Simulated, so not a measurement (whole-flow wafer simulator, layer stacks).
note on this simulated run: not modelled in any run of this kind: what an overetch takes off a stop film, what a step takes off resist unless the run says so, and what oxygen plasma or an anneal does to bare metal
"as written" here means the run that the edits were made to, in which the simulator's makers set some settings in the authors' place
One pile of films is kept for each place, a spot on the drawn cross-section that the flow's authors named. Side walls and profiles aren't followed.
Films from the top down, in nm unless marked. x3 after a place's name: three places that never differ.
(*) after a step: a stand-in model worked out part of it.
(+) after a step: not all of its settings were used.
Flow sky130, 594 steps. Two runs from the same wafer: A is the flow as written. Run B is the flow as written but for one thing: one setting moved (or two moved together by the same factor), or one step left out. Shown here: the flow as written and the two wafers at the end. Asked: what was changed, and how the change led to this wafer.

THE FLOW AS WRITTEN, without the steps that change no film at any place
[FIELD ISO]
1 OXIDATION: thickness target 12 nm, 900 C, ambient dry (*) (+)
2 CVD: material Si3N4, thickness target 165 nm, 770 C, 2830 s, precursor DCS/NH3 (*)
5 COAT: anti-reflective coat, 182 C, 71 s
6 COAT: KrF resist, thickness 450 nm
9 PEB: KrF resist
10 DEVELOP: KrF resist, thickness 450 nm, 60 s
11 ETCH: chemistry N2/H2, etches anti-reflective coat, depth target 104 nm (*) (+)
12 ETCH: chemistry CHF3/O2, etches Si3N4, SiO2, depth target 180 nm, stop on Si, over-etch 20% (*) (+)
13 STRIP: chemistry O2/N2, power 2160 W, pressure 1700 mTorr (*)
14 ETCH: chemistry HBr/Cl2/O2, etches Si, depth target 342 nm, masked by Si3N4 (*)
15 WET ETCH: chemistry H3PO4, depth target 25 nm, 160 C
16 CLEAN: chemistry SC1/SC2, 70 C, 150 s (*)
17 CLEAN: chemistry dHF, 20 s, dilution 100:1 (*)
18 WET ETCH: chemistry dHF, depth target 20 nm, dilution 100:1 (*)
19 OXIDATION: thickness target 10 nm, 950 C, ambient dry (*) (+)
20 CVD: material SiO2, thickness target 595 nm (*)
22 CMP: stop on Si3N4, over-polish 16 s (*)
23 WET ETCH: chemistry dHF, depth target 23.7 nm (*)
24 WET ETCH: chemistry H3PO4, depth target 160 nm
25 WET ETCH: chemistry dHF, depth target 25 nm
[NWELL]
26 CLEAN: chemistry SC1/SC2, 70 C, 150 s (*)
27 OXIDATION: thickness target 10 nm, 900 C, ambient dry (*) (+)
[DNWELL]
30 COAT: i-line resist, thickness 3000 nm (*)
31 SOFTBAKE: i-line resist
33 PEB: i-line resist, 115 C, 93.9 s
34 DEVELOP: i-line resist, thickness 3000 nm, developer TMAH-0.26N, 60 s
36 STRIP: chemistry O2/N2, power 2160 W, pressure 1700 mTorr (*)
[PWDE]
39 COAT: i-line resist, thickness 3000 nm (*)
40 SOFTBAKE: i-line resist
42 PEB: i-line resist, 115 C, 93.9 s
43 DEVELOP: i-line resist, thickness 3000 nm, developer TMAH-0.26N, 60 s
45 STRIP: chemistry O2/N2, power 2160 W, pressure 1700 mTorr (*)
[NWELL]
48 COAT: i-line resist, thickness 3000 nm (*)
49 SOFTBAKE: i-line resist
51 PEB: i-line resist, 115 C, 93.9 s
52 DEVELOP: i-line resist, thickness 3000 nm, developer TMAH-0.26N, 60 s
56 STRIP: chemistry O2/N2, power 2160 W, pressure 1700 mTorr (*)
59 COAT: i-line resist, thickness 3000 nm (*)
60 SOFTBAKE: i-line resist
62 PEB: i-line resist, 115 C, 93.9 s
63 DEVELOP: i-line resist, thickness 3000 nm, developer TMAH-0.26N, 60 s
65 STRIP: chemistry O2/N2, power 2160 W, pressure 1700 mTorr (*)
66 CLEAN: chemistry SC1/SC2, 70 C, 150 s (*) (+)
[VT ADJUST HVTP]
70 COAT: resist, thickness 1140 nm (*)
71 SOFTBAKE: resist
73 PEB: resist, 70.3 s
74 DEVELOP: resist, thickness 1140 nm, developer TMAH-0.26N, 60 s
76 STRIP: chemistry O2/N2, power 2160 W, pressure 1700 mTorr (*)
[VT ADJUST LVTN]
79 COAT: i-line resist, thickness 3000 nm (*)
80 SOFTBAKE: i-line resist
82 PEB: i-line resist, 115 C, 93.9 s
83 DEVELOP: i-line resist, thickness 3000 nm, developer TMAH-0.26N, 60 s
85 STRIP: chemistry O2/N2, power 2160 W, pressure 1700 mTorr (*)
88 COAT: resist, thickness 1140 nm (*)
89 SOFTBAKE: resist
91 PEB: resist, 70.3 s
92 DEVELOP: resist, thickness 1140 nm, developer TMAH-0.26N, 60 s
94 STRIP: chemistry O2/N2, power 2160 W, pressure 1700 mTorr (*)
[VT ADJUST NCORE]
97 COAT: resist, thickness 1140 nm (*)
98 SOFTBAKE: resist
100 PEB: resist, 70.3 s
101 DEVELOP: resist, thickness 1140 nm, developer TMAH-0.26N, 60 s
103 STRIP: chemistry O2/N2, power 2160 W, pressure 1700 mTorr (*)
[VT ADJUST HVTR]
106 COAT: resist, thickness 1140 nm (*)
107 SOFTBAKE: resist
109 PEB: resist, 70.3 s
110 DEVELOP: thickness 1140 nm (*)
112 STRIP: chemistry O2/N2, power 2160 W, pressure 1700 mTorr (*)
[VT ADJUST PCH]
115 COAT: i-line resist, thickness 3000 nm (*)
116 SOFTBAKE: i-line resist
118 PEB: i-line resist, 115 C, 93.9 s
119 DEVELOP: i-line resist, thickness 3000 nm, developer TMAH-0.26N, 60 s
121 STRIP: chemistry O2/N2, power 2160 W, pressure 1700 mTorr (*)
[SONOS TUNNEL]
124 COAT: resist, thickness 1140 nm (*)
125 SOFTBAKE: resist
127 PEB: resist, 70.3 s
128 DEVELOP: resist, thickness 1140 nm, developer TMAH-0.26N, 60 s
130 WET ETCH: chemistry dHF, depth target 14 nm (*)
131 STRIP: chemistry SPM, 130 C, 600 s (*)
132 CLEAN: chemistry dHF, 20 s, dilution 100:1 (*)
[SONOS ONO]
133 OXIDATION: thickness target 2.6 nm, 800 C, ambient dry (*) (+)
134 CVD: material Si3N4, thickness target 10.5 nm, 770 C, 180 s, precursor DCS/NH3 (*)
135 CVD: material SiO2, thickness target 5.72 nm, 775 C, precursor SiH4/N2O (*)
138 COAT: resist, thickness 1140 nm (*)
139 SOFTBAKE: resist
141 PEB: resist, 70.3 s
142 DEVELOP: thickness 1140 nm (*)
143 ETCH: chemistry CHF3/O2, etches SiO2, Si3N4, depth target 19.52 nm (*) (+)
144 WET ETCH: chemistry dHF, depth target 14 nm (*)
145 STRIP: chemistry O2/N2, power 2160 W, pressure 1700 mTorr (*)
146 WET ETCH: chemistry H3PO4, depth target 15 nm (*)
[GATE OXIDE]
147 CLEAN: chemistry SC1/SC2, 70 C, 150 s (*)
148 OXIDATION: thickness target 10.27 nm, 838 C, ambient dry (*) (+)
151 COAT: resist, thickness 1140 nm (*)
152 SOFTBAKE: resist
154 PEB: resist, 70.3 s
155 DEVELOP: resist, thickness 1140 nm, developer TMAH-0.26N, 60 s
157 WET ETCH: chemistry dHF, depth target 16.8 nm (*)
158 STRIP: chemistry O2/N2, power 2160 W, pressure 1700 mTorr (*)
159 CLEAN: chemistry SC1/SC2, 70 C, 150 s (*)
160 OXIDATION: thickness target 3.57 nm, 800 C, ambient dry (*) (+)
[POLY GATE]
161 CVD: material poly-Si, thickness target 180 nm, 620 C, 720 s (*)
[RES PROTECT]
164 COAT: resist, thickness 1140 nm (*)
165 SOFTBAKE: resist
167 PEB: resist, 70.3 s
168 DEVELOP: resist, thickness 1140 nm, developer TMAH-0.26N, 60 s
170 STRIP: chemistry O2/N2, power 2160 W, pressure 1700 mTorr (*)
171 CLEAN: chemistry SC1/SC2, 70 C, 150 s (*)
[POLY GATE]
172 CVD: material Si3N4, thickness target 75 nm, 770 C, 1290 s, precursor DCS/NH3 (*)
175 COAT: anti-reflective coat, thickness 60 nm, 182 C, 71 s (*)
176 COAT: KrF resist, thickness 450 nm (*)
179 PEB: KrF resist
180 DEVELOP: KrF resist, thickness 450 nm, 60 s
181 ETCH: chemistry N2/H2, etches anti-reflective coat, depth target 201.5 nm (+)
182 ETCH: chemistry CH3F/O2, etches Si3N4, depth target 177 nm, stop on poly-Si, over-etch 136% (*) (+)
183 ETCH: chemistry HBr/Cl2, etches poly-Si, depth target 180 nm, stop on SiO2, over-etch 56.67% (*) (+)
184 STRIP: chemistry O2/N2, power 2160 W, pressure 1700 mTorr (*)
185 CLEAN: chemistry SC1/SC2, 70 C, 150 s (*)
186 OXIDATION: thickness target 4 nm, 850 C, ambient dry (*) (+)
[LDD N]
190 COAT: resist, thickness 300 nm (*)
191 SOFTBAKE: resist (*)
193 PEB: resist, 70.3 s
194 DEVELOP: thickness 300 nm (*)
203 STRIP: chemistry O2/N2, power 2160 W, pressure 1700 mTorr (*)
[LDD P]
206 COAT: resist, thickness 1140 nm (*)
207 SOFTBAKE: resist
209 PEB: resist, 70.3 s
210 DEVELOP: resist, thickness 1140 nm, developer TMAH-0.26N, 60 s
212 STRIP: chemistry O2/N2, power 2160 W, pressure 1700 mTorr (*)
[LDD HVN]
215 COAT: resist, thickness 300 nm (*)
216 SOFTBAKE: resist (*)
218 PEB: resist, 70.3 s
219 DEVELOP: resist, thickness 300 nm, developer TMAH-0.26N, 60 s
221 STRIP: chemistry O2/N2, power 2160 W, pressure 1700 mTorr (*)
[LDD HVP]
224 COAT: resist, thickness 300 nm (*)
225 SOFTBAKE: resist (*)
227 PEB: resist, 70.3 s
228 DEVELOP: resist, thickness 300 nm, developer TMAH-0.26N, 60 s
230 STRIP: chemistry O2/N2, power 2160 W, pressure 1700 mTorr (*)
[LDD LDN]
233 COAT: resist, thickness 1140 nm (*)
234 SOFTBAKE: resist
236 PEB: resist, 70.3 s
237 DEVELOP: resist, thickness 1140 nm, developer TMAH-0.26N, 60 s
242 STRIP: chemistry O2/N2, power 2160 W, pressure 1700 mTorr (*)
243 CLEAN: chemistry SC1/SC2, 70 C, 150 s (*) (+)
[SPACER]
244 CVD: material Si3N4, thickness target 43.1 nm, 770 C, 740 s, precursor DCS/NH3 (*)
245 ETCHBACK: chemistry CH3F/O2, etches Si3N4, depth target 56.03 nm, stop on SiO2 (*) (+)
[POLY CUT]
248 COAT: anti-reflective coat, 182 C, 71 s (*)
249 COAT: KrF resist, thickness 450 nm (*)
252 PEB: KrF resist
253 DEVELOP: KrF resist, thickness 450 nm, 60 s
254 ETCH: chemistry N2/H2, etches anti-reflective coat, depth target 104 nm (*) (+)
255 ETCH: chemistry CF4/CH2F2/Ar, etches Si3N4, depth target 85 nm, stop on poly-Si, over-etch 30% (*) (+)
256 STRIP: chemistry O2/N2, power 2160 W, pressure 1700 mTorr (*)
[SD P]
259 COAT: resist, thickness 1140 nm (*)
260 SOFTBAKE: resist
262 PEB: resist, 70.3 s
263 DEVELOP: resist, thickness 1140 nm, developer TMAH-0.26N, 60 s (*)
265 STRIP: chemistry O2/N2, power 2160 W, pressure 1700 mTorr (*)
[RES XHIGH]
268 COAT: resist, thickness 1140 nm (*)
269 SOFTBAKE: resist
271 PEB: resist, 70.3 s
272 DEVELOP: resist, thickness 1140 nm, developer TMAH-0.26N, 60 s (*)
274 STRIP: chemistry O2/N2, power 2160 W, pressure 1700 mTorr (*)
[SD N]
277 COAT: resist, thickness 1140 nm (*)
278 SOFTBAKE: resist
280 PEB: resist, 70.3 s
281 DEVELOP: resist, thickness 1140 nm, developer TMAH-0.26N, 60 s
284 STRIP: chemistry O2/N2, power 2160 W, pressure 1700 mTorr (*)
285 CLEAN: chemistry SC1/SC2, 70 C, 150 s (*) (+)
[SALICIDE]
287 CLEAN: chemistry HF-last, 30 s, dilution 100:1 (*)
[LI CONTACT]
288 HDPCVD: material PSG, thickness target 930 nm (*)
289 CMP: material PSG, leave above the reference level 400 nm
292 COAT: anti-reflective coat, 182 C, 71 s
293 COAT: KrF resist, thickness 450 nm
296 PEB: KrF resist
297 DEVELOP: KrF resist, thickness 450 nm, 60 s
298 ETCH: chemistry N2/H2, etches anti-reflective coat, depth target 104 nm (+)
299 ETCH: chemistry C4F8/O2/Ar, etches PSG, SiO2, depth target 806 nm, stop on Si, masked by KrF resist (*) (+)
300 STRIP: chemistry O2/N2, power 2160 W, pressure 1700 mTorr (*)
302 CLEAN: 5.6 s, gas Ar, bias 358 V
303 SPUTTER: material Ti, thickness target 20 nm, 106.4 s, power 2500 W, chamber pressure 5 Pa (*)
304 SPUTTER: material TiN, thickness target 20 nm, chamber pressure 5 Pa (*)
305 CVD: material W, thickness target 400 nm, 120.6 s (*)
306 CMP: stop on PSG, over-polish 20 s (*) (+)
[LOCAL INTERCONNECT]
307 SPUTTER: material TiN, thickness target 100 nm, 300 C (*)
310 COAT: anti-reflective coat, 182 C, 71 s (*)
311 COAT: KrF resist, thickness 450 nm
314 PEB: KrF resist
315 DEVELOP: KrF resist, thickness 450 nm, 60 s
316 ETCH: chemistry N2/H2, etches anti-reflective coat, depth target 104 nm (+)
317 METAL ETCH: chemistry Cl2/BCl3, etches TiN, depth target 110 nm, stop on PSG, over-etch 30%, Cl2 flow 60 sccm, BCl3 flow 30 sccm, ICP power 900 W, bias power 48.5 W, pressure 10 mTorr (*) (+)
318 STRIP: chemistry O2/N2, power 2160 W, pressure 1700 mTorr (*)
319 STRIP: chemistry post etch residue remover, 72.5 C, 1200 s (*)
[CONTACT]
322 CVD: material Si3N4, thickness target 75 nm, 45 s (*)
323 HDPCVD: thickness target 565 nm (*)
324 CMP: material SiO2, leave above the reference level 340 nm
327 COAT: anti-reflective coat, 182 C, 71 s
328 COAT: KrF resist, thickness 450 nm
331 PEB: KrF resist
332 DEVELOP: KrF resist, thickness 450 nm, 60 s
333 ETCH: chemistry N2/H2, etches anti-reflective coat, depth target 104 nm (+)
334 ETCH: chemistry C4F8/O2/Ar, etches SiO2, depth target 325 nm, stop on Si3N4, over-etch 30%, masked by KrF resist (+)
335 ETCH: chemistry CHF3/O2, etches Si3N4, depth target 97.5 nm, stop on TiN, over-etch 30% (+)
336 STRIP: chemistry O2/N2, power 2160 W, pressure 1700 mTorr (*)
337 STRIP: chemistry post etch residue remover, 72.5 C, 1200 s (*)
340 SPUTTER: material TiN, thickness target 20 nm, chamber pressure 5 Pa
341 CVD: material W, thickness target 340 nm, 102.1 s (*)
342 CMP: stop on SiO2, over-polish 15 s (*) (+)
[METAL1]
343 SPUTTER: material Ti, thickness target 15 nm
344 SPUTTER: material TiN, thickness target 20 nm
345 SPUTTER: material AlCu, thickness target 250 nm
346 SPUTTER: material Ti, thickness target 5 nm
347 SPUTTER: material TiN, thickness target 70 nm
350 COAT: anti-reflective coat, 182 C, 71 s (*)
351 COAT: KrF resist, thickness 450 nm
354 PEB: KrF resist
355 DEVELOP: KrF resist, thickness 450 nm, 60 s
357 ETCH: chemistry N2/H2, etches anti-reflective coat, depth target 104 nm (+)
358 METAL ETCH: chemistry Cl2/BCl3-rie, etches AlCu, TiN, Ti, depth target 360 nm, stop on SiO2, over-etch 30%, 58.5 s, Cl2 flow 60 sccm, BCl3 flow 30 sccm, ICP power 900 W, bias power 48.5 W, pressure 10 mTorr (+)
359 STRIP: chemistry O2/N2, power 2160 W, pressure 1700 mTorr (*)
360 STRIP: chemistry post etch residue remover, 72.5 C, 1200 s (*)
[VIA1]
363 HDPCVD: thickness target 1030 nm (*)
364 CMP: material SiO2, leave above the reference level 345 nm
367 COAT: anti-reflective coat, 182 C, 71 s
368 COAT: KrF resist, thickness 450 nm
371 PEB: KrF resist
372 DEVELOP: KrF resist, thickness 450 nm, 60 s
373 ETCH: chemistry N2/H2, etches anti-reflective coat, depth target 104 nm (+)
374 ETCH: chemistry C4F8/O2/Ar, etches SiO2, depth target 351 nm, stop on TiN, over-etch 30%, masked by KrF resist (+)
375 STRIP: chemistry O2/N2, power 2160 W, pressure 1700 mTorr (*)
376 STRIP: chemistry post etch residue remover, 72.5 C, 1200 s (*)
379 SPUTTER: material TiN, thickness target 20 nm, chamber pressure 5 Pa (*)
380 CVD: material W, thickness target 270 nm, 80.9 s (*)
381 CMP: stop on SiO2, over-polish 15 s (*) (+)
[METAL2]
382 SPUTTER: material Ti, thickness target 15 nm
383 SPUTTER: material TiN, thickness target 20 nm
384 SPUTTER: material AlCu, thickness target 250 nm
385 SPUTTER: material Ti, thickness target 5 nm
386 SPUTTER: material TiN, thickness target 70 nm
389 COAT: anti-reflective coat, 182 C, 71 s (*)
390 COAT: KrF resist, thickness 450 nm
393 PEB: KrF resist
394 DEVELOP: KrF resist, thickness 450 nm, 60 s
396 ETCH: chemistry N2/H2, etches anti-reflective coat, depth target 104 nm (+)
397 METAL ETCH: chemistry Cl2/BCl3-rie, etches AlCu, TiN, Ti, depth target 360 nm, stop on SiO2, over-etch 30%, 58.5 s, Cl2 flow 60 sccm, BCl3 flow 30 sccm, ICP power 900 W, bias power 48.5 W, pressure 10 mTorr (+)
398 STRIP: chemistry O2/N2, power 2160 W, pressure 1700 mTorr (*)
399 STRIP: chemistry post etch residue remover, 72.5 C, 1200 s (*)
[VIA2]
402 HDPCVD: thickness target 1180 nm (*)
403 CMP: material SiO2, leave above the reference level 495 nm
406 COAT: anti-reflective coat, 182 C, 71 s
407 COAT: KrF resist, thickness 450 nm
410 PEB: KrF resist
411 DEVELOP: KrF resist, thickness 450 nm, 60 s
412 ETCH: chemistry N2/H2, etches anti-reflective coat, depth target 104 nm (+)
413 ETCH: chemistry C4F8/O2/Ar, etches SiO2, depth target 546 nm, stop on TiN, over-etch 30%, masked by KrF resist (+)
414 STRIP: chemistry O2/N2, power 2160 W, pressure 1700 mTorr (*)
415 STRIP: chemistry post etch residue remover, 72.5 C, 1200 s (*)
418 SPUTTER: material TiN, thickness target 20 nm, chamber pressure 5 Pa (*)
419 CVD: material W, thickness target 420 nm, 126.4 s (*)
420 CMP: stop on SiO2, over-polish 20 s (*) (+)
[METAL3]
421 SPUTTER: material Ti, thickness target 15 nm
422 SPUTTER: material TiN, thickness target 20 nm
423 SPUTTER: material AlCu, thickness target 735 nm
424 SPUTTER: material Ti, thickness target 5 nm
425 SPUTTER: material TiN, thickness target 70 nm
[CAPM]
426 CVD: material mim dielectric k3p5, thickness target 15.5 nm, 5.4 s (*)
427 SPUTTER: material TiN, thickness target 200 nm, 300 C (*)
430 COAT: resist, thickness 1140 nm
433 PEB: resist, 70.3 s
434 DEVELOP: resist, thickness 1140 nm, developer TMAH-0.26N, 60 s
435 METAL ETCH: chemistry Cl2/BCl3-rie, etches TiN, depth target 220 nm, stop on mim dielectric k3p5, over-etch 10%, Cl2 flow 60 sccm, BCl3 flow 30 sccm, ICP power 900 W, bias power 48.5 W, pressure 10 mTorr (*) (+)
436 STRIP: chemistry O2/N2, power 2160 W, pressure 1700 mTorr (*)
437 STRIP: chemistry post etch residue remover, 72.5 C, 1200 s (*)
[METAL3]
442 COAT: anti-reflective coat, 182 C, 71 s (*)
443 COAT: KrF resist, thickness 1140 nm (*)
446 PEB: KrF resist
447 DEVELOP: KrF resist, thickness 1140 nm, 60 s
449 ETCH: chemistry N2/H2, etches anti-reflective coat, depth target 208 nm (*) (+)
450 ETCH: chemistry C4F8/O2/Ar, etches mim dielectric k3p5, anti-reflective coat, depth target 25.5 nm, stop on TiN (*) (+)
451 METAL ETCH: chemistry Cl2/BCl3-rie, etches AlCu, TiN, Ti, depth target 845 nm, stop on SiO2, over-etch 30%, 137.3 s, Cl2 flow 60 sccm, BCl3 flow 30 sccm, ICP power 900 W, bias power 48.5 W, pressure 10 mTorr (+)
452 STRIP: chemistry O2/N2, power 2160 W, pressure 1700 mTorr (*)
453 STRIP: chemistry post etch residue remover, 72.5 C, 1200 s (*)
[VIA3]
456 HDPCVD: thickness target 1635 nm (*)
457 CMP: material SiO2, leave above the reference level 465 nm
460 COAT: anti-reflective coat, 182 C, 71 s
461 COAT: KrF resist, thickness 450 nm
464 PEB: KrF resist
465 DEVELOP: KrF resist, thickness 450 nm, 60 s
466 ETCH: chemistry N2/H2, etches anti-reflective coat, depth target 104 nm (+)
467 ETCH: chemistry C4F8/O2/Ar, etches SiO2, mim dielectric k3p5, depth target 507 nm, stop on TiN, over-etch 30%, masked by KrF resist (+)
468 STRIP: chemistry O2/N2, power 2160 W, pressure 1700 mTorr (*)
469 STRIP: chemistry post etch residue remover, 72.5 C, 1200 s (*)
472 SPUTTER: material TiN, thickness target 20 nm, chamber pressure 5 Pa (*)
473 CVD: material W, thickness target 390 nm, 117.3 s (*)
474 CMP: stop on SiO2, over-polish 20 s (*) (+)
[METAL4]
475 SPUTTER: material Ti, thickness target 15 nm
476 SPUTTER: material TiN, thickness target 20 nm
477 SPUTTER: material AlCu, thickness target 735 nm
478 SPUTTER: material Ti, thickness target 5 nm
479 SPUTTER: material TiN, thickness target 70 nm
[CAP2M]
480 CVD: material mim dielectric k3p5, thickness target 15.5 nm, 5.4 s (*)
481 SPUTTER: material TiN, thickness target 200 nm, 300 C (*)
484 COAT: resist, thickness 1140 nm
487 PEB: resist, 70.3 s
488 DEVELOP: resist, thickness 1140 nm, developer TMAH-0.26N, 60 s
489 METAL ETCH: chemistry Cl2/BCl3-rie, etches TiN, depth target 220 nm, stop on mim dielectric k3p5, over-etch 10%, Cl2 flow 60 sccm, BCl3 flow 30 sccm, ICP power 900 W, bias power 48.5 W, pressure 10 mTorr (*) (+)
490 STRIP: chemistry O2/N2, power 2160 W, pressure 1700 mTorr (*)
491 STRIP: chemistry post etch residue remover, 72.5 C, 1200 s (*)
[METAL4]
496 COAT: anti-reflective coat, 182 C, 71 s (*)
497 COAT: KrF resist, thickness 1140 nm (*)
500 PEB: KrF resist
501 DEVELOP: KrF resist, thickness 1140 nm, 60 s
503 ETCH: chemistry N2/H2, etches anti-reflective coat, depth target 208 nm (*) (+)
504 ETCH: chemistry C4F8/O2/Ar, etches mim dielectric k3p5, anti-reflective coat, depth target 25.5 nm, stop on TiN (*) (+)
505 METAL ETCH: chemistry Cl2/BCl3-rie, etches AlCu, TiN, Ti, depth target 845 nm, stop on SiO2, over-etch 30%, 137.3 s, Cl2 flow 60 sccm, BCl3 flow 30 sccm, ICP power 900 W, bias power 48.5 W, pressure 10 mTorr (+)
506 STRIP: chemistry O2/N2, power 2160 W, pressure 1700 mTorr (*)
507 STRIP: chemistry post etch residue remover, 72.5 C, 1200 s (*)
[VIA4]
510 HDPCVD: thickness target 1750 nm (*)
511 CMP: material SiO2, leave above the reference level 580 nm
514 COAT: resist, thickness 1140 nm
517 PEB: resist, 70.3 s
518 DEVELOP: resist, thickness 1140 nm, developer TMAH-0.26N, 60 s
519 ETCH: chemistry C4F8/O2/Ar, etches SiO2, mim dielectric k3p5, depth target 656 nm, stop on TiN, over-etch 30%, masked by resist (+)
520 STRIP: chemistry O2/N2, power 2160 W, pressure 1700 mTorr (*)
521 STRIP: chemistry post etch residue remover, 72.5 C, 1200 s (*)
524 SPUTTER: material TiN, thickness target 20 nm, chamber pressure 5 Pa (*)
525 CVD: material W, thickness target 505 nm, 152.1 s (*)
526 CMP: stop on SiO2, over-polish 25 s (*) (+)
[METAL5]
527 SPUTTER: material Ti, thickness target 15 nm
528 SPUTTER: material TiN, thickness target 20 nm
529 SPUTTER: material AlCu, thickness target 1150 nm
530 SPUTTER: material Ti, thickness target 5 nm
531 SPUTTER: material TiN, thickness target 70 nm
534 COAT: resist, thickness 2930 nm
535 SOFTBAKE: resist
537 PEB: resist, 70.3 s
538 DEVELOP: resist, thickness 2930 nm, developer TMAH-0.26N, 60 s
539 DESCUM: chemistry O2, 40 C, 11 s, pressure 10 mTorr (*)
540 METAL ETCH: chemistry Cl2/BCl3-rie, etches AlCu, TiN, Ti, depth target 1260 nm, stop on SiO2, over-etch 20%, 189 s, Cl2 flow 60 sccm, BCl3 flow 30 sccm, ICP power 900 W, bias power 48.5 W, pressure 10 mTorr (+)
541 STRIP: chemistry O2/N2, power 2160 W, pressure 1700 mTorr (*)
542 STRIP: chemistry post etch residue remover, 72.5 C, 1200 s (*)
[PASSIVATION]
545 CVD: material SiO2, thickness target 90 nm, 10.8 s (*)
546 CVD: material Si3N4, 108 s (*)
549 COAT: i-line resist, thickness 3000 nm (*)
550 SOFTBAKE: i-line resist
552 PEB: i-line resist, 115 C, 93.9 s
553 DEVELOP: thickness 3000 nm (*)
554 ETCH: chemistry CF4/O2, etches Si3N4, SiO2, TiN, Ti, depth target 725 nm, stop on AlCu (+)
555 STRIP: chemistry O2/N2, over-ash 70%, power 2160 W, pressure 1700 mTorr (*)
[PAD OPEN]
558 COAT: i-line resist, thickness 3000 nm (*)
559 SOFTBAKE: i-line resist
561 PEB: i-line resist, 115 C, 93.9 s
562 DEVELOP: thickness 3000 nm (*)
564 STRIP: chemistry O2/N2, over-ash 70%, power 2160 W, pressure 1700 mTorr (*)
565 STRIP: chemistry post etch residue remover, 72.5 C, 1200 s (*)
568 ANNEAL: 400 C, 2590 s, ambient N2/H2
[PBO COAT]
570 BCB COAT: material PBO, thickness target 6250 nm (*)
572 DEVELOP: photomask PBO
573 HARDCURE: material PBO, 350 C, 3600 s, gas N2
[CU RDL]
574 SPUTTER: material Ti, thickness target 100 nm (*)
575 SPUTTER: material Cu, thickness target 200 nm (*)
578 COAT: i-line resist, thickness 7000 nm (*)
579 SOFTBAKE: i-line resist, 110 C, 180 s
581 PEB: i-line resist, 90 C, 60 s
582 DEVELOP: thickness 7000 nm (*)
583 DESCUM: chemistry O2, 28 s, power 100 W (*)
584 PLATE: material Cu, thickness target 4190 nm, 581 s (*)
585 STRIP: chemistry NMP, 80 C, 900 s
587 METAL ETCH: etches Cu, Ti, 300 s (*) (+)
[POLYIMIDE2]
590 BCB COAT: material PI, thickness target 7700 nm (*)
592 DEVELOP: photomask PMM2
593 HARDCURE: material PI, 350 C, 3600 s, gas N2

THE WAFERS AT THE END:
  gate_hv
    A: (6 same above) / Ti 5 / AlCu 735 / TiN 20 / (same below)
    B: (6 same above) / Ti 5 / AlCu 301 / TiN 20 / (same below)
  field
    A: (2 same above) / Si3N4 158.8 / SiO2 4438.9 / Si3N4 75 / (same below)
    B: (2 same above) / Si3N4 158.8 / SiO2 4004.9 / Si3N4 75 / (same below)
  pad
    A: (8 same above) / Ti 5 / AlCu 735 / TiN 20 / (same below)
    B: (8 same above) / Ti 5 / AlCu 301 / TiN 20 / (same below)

The cause: step 477, SPUTTER: thickness target 301 nm was run, where the flow has thickness target 735 nm.
It can be read off the wafer: gate_hv has AlCu 301, and step 477 as written asks for 735 nm.

How the change led to this, step by step:
  477 SPUTTER: material AlCu, thickness target 735 nm
      field, active, n_well and 189 more: A AlCu +735 (new film) | B AlCu +301 (new film)
  505 METAL ETCH: chemistry Cl2/BCl3-rie, etches AlCu, TiN, Ti, depth target 845 nm, stop on SiO2, over-etch 30%, 137.3 s, Cl2 flow 60 sccm, BCl3 flow 30 sccm, ICP power 900 W, bias power 48.5 W, pressure 10 mTorr (+)
      field, gate, spacer and 68 more: A TiN -70 (all of it), Ti -5 (all of it), AlCu -735 (all of it), TiN -20 (all of it), Ti -15 (all of it), SiO2 -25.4 | B TiN -70 (all of it), Ti -5 (all of it), AlCu -301 (all of it), TiN -20 (all of it), Ti -15 (all of it), SiO2 -68.8
      active, vpp_iso1, mim_edge_plate and 14 more: A TiN -70 (all of it), Ti -5 (all of it), AlCu -735 (all of it), TiN -20 (all of it), Ti -15 (all of it), SiO2 -25.3 | B TiN -70 (all of it), Ti -5 (all of it), AlCu -301 (all of it), TiN -20 (all of it), Ti -15 (all of it), SiO2 -68.8
  511 CMP: material SiO2, leave above the reference level 580 nm
      field, active, gate and 77 more: A SiO2 -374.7 | B SiO2 -765.2
      iso_guard__w1, mim_edge_gap, vpp_m3ln, via2_enc: A SiO2 -374.6 | B SiO2 -765.3
      (and at 4 more places)
